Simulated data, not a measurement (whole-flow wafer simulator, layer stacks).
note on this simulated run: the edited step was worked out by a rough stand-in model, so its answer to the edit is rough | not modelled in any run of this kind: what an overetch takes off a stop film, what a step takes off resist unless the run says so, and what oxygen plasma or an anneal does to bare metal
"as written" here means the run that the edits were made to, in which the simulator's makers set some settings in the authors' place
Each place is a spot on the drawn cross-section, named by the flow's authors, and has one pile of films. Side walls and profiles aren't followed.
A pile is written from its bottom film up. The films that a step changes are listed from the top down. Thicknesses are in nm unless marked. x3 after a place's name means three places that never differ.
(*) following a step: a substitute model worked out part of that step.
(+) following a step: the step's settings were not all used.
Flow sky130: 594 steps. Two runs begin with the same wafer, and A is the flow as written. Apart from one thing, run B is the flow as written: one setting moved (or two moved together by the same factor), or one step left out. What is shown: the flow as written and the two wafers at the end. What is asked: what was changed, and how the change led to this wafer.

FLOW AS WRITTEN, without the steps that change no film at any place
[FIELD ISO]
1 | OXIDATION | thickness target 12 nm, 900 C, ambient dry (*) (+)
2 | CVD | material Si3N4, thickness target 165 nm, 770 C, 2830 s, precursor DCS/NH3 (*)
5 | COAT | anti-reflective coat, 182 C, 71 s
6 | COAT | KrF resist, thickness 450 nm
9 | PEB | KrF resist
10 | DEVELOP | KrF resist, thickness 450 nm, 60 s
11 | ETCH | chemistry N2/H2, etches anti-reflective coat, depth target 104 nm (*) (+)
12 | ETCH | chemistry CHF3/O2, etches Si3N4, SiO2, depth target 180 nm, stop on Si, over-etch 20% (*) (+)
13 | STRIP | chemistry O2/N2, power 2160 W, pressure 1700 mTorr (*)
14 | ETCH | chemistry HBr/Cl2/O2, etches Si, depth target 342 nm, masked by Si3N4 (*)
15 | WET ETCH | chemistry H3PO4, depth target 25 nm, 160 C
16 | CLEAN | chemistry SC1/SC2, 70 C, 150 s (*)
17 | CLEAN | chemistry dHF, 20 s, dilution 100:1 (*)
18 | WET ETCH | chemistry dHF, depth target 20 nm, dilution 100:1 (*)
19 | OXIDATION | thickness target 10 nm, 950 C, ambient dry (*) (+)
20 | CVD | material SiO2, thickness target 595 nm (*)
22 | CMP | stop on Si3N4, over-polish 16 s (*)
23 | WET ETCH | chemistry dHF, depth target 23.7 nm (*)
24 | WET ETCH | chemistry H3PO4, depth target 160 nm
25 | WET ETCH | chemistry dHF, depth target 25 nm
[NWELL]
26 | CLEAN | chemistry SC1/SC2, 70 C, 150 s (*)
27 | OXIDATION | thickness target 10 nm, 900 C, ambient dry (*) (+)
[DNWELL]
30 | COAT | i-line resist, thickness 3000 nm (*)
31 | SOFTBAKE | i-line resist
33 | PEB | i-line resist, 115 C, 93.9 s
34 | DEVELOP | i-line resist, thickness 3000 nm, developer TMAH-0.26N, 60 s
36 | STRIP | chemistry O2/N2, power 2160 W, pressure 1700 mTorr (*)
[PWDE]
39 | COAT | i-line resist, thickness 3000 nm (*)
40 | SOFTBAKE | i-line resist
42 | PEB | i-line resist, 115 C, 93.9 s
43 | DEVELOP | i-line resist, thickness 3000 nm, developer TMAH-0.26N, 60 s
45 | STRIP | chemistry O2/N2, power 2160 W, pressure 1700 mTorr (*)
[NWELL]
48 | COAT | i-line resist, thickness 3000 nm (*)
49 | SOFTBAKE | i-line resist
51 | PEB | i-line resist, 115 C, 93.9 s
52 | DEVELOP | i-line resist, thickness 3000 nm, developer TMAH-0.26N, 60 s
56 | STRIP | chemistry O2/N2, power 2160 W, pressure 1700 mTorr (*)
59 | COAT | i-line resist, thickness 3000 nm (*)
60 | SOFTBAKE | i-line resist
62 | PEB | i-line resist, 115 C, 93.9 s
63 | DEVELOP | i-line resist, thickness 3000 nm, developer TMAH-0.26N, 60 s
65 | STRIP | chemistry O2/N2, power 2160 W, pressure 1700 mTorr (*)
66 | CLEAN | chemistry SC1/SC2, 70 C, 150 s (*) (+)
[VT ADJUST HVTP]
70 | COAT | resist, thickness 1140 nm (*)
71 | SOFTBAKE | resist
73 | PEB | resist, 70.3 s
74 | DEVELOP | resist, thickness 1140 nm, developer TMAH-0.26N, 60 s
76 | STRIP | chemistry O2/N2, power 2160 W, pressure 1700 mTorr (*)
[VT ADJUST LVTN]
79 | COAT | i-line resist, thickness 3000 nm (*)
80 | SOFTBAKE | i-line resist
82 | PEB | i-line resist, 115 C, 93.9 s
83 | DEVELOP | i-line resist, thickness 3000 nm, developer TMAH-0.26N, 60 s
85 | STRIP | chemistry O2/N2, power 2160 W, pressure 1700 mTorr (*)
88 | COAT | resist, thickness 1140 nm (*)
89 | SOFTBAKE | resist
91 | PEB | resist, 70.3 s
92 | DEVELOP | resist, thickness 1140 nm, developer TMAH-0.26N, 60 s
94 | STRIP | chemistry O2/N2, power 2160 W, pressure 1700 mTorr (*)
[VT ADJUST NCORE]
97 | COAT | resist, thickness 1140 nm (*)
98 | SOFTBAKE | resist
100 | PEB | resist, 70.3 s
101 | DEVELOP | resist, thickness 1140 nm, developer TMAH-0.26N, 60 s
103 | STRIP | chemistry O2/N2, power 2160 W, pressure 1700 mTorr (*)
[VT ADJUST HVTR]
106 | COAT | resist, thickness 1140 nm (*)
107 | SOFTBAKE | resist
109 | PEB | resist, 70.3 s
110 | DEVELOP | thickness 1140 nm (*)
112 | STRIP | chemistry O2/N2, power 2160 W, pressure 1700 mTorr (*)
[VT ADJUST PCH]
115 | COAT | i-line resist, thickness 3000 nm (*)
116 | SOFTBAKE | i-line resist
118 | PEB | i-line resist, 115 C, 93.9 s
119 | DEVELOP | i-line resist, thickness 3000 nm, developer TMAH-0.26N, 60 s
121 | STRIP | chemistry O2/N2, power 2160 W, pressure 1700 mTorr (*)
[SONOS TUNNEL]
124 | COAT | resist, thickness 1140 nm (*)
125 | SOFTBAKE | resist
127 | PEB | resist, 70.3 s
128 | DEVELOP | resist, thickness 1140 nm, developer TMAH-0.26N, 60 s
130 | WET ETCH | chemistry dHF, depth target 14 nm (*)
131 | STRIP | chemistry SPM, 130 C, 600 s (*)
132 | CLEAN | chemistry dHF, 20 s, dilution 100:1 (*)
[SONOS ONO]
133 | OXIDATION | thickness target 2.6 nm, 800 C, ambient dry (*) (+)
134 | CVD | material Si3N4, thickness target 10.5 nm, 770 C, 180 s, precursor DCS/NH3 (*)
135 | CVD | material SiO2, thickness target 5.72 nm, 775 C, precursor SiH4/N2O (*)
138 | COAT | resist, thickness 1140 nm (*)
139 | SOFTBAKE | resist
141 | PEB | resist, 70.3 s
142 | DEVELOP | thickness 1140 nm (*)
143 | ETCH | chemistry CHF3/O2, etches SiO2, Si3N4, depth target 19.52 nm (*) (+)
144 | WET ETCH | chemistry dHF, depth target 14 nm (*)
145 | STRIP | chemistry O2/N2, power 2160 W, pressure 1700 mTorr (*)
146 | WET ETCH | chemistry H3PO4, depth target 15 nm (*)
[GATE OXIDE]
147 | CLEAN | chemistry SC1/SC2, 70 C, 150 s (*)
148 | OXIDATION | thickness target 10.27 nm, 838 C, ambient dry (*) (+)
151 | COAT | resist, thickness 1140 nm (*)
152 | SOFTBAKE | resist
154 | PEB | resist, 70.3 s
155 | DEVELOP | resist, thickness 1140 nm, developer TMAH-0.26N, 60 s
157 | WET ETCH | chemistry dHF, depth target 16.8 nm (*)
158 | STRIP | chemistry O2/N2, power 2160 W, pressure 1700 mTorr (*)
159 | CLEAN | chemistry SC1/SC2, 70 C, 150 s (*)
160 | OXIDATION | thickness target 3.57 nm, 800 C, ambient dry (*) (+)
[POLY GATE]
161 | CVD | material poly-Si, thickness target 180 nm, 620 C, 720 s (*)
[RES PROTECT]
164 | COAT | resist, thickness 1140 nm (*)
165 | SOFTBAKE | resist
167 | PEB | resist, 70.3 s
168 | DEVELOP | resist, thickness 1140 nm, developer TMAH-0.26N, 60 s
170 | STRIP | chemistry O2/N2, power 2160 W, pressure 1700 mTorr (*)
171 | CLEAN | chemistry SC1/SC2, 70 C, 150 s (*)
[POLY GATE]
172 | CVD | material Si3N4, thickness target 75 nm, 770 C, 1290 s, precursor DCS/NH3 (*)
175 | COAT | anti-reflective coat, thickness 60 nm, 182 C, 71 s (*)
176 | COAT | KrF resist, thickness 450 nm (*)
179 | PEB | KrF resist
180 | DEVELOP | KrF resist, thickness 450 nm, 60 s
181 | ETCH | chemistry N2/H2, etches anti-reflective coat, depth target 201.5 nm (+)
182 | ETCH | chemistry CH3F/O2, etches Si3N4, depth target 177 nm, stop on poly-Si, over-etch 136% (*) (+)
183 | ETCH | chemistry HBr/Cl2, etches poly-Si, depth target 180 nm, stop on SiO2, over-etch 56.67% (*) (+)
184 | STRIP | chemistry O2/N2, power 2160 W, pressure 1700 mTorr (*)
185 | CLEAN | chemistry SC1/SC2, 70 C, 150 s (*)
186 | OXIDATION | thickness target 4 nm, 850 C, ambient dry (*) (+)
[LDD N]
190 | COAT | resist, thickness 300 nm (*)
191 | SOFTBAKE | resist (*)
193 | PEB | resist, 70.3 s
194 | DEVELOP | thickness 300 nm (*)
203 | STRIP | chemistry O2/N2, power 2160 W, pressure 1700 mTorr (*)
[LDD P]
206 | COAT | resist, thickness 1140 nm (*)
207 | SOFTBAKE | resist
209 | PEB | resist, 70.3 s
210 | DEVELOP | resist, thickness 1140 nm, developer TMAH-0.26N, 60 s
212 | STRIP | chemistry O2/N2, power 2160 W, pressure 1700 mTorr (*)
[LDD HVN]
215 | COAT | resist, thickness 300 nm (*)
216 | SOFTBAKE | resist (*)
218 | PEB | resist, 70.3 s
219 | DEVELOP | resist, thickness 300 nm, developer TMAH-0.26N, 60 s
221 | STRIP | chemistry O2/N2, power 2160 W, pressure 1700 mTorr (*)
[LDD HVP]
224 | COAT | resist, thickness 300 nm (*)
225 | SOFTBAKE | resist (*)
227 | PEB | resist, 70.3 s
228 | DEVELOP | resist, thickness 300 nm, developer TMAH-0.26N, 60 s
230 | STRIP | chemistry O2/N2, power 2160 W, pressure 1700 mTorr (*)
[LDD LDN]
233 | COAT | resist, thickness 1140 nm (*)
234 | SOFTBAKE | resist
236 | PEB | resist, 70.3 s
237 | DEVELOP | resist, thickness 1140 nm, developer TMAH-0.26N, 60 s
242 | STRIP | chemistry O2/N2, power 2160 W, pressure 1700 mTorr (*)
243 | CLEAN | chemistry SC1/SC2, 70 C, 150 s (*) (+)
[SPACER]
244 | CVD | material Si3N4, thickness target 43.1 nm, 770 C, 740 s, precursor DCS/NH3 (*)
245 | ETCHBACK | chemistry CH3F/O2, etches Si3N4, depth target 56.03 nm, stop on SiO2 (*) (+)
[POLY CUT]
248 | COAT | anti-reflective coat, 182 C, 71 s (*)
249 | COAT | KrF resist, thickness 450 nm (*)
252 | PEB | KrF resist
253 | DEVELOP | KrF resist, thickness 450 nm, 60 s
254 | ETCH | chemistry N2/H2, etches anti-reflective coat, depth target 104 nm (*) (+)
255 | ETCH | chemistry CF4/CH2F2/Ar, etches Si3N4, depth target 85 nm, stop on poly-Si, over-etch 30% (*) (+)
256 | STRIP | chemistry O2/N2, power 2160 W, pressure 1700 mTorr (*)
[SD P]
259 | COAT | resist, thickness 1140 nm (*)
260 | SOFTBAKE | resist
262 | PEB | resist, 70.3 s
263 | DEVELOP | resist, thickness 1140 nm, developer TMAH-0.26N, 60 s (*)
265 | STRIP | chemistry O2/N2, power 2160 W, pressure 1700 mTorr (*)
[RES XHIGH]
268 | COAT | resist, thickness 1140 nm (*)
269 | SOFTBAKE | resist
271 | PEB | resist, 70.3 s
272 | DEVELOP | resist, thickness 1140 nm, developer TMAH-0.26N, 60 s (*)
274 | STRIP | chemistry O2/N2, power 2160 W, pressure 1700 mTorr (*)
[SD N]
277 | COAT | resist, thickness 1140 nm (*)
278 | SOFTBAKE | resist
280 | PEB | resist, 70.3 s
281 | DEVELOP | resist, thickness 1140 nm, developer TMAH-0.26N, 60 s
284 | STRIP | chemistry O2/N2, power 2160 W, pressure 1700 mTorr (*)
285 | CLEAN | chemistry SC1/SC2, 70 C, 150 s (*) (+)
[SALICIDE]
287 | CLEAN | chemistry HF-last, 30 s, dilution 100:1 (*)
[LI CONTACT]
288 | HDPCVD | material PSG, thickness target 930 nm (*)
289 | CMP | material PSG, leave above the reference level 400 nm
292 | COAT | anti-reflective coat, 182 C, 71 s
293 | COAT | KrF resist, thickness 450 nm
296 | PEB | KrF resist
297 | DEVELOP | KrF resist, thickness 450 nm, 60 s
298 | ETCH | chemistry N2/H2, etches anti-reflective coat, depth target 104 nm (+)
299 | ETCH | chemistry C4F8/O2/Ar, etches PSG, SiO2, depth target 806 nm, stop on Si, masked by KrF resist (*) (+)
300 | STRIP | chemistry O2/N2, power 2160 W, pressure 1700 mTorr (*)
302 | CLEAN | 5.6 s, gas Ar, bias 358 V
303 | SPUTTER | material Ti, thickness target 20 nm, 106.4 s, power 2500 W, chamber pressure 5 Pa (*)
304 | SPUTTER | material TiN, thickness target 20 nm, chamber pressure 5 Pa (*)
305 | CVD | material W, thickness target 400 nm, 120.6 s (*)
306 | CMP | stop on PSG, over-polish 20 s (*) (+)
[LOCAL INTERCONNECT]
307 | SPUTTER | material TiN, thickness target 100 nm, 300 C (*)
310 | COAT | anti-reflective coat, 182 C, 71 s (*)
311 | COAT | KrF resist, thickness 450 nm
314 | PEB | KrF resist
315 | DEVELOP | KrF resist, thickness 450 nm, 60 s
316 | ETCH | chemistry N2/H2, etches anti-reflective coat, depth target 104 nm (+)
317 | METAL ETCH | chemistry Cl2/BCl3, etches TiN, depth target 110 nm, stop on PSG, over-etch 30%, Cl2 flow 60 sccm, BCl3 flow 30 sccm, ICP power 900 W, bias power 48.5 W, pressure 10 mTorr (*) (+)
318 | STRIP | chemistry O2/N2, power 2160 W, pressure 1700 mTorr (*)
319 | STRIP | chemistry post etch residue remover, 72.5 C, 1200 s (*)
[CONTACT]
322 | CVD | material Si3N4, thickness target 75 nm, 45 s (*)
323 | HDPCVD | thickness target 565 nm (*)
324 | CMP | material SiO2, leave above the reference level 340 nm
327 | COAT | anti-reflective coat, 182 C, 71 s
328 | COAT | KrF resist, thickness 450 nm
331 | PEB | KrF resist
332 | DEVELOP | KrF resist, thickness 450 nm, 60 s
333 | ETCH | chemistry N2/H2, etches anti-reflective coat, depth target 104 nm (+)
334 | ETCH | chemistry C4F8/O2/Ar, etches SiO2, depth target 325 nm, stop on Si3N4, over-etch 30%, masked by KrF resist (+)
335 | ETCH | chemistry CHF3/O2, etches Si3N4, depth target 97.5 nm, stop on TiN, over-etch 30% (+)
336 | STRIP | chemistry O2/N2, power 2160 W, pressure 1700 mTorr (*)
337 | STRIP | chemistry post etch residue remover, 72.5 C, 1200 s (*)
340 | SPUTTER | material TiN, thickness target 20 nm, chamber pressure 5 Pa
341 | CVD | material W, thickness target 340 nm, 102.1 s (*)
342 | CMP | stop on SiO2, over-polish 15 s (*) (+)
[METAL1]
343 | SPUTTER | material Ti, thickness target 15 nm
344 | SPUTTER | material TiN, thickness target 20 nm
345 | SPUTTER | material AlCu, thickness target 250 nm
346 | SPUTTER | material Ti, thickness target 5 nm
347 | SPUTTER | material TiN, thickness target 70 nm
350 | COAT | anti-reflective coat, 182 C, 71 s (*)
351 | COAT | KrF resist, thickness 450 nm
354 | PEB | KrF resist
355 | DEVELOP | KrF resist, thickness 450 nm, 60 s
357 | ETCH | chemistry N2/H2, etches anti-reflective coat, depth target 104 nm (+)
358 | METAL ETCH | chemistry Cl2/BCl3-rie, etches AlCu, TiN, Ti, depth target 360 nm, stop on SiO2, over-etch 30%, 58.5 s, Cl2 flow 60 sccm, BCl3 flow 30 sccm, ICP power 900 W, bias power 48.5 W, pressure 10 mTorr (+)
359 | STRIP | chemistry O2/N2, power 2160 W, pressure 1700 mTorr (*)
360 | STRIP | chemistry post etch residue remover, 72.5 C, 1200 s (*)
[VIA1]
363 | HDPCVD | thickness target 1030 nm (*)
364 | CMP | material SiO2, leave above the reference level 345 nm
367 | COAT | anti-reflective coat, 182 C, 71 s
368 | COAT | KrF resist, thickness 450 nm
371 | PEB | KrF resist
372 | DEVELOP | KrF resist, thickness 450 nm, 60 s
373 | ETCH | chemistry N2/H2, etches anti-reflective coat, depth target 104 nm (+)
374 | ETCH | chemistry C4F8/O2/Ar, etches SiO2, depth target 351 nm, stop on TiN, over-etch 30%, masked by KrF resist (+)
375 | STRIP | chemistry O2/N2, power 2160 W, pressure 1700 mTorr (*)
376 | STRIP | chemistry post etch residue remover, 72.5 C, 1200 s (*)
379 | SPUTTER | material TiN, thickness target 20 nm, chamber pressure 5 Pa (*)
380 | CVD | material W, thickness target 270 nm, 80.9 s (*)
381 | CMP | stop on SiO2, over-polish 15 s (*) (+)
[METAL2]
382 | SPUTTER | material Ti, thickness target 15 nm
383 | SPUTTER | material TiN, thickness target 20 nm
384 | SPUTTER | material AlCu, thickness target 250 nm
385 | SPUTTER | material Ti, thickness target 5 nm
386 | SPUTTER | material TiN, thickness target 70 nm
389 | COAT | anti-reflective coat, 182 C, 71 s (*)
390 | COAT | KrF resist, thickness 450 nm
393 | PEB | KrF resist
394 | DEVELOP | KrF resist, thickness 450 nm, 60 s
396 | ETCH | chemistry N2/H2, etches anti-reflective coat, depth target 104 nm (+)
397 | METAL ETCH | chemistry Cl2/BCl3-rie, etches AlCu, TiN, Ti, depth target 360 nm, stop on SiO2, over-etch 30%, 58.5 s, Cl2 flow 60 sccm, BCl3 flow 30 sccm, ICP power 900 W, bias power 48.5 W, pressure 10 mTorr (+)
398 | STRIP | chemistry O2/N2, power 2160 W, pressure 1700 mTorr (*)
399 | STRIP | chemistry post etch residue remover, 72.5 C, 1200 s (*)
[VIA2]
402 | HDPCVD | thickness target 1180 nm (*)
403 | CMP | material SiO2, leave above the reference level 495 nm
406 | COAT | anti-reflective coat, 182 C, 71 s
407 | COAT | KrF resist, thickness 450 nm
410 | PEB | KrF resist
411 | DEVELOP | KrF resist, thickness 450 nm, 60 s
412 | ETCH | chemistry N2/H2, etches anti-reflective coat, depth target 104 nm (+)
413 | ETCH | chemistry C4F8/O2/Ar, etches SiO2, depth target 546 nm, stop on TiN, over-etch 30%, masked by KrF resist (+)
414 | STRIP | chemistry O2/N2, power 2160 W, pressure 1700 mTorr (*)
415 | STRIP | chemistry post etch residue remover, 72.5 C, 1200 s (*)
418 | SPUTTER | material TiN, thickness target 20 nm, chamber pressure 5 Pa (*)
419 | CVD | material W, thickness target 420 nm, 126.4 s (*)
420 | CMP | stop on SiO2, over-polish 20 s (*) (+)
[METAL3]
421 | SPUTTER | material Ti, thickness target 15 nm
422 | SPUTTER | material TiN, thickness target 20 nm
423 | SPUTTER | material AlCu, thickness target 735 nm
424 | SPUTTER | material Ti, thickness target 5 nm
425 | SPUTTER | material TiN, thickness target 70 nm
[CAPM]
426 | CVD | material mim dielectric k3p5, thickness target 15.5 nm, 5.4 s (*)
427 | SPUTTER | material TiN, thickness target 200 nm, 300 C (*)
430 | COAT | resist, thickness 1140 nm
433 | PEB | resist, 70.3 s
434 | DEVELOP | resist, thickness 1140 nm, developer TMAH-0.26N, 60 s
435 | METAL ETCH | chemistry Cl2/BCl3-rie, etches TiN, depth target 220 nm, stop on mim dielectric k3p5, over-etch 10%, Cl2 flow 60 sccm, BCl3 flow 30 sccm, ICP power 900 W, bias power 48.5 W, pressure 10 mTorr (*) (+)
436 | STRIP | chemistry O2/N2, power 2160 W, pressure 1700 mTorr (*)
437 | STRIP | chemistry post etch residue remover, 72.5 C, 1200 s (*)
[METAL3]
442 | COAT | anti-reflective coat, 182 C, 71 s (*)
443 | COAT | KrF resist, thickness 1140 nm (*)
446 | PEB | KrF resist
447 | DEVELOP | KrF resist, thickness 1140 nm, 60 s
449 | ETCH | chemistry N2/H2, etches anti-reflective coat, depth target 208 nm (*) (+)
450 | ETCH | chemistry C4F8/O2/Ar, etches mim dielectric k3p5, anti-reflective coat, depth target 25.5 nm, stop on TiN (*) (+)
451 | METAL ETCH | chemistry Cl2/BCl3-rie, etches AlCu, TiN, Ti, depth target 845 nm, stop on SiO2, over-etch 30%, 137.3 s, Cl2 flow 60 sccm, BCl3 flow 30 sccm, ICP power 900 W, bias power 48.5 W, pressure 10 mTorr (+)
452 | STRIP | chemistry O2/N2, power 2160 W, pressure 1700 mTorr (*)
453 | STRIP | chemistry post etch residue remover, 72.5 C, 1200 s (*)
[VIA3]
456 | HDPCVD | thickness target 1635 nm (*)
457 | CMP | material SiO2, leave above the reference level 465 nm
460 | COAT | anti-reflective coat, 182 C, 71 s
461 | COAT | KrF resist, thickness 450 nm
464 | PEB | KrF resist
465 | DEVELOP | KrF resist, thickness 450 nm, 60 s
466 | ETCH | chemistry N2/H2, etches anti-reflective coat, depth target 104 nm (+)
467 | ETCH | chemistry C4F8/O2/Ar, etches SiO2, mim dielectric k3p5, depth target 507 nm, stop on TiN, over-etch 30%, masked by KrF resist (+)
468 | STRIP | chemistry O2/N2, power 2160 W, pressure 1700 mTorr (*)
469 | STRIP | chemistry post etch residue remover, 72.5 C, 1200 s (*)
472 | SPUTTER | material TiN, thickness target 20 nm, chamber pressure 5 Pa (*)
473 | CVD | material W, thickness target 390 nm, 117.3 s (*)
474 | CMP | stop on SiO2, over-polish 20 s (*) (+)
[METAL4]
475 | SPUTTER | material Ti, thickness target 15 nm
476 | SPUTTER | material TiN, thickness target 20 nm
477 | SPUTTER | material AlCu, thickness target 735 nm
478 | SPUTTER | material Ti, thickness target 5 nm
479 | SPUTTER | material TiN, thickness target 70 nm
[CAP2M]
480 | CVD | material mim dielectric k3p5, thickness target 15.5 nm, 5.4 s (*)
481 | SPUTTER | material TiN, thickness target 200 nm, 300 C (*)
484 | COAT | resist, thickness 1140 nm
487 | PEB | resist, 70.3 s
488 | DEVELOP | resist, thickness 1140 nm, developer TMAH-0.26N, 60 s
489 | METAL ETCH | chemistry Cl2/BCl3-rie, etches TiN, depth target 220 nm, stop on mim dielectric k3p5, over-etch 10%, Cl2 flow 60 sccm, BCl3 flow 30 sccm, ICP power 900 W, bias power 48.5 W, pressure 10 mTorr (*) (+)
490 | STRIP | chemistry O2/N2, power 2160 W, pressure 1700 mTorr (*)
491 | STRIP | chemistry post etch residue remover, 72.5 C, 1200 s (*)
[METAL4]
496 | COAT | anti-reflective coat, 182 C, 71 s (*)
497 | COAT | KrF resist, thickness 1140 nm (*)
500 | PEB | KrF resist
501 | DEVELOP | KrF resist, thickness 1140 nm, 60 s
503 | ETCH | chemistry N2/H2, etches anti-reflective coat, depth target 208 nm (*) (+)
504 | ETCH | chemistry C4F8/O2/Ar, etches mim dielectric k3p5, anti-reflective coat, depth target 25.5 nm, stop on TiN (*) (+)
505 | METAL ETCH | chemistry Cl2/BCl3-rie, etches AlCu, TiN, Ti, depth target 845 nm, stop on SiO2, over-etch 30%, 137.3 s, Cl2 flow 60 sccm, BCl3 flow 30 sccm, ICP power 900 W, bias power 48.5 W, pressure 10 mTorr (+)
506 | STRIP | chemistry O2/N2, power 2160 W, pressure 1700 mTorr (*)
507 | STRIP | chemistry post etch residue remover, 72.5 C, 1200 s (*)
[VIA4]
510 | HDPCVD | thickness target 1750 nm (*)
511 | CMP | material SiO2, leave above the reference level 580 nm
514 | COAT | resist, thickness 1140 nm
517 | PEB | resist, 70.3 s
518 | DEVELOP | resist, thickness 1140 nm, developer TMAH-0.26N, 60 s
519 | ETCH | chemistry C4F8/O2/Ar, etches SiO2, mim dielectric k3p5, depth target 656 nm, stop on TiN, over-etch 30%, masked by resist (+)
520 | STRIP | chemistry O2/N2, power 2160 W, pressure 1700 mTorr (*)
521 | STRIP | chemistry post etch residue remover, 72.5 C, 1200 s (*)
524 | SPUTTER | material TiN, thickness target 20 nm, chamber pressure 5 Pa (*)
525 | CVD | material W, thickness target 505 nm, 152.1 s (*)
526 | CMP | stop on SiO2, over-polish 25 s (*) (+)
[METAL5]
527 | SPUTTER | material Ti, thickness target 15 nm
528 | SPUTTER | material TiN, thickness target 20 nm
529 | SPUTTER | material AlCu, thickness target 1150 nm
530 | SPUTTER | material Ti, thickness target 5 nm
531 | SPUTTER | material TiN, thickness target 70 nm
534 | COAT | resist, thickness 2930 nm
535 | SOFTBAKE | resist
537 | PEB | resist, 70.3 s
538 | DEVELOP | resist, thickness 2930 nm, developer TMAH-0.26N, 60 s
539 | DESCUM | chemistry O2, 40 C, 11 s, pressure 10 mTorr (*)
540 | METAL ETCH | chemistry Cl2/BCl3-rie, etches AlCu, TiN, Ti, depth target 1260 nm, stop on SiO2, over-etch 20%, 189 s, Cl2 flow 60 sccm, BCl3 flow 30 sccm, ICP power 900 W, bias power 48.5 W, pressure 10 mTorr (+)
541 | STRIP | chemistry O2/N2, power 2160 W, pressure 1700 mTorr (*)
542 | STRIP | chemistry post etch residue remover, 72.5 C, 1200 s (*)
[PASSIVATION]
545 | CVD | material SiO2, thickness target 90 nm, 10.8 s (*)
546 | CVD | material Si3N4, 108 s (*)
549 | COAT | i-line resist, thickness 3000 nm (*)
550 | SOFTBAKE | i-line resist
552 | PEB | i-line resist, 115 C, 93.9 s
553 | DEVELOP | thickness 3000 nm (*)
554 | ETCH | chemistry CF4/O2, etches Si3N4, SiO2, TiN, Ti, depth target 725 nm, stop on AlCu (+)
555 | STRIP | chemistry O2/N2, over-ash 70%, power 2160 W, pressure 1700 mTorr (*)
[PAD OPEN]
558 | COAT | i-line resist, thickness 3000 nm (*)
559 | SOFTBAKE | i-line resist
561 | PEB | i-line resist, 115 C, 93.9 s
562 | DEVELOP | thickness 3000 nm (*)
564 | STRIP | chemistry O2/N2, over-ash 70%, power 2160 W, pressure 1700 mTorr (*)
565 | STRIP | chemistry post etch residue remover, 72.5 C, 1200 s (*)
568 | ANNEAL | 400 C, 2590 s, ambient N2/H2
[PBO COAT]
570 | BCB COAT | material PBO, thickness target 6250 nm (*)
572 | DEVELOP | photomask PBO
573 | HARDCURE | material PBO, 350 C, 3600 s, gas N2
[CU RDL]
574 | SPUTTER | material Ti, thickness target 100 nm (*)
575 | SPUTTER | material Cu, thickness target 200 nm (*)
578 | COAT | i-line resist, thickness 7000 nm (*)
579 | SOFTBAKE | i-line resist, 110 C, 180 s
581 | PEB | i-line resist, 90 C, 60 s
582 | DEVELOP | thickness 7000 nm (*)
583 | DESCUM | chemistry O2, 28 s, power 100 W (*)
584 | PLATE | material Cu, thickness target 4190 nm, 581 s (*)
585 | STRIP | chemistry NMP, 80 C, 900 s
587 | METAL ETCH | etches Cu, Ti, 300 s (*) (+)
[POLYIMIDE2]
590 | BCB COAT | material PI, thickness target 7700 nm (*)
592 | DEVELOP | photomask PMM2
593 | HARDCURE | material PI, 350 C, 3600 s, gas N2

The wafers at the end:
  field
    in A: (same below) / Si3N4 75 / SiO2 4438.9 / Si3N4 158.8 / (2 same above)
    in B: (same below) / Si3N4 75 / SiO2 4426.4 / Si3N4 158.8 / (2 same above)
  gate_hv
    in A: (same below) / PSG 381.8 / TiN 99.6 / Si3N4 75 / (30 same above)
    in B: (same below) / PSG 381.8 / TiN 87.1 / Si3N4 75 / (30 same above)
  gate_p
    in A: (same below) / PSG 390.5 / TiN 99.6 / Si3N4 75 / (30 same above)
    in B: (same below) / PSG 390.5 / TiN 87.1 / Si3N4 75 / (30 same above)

Cause: step 307, SPUTTER: thickness target 87.5 nm was run, while the flow as written has thickness target 100 nm.

Step by step, how the change led to this:
  307 | SPUTTER | material TiN, thickness target 100 nm, 300 C (*)
      field, active, n_well and 188 more: A TiN gains 100 (new film) | B TiN gains 87.5 (new film)
  317 | METAL ETCH | chemistry Cl2/BCl3, etches TiN, depth target 110 nm, stop on PSG, over-etch 30%, Cl2 flow 60 sccm, BCl3 flow 30 sccm, ICP power 900 W, bias power 48.5 W, pressure 10 mTorr (*) (+)
      field, active, gate and 88 more: A TiN loses 98.7 (all of it) | B TiN loses 86.2 (all of it)
  324 | CMP | material SiO2, leave above the reference level 340 nm
      field, active, gate and 88 more: A SiO2 loses 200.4 | B SiO2 loses 212.9
